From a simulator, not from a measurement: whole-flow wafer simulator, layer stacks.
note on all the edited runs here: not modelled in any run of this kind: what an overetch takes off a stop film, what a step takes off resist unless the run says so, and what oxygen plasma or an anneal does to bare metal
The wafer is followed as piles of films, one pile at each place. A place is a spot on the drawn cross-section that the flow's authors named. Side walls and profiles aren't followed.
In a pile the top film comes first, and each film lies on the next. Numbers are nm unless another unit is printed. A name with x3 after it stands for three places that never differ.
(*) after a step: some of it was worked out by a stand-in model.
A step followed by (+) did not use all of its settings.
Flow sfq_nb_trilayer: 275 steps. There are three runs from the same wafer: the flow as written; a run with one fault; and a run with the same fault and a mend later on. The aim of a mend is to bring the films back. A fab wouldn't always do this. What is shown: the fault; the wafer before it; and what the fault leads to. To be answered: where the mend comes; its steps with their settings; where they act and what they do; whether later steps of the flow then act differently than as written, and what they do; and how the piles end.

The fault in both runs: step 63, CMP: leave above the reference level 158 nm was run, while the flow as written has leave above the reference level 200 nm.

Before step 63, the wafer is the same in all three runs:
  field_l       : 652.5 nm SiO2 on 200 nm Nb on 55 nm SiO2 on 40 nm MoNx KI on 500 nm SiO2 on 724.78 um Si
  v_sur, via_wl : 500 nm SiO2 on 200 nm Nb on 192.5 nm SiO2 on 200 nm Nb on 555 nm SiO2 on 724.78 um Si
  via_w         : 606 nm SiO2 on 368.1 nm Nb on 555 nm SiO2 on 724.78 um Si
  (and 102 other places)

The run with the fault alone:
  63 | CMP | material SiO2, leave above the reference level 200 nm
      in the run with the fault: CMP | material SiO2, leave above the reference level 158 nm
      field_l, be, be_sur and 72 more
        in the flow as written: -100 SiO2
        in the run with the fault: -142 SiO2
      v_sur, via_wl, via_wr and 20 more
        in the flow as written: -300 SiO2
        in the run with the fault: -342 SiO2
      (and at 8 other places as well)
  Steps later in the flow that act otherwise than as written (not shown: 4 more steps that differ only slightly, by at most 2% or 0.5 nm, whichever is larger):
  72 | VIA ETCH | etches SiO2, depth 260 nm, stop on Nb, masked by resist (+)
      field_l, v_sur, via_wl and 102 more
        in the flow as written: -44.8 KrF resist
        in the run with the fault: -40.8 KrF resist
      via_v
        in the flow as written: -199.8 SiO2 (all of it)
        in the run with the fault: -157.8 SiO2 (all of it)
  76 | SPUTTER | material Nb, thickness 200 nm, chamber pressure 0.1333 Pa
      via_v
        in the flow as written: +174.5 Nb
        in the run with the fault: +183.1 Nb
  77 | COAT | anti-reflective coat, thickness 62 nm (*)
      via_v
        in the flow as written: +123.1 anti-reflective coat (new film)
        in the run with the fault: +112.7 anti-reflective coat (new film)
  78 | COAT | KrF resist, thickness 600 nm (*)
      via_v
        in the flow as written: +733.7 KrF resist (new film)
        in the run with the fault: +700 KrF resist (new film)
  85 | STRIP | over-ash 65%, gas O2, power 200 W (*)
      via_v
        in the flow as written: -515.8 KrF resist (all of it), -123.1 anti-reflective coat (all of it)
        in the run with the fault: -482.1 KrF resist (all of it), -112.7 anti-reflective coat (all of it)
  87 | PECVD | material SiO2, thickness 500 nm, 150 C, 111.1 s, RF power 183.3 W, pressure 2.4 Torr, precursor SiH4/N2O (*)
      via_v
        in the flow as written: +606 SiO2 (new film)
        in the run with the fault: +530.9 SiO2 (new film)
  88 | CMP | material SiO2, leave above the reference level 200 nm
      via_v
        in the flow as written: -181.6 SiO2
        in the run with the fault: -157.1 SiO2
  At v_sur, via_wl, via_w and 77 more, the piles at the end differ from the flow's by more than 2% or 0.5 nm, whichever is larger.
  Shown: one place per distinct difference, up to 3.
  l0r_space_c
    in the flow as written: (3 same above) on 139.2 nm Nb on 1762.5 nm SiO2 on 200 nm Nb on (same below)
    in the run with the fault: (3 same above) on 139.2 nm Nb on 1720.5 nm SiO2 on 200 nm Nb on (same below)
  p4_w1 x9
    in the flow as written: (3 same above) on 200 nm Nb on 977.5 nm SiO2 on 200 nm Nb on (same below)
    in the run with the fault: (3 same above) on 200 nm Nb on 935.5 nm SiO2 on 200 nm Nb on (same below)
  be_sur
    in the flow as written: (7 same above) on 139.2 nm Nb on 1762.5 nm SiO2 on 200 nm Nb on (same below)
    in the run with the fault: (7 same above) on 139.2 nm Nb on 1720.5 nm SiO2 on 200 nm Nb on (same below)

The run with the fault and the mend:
  The mend follows step 64.
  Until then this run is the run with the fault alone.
  64a | PECVD | material SiO2, thickness 42 nm, 150 C, 9.333 s, RF power 183.3 W, pressure 2.4 Torr, precursor SiH4/N2O (a further turn of the flow's step 62, with different settings)
      field_l, v_sur, via_wl and 103 more
        +42 SiO2
  None of the later steps of the flow differs from how it acts as written, at any place that is followed, by more than 2% or 0.5 nm, whichever is larger.
  At the end the piles are close to the flow's at the places that both follow, differing by at most 2% or 0.5 nm, whichever is larger.
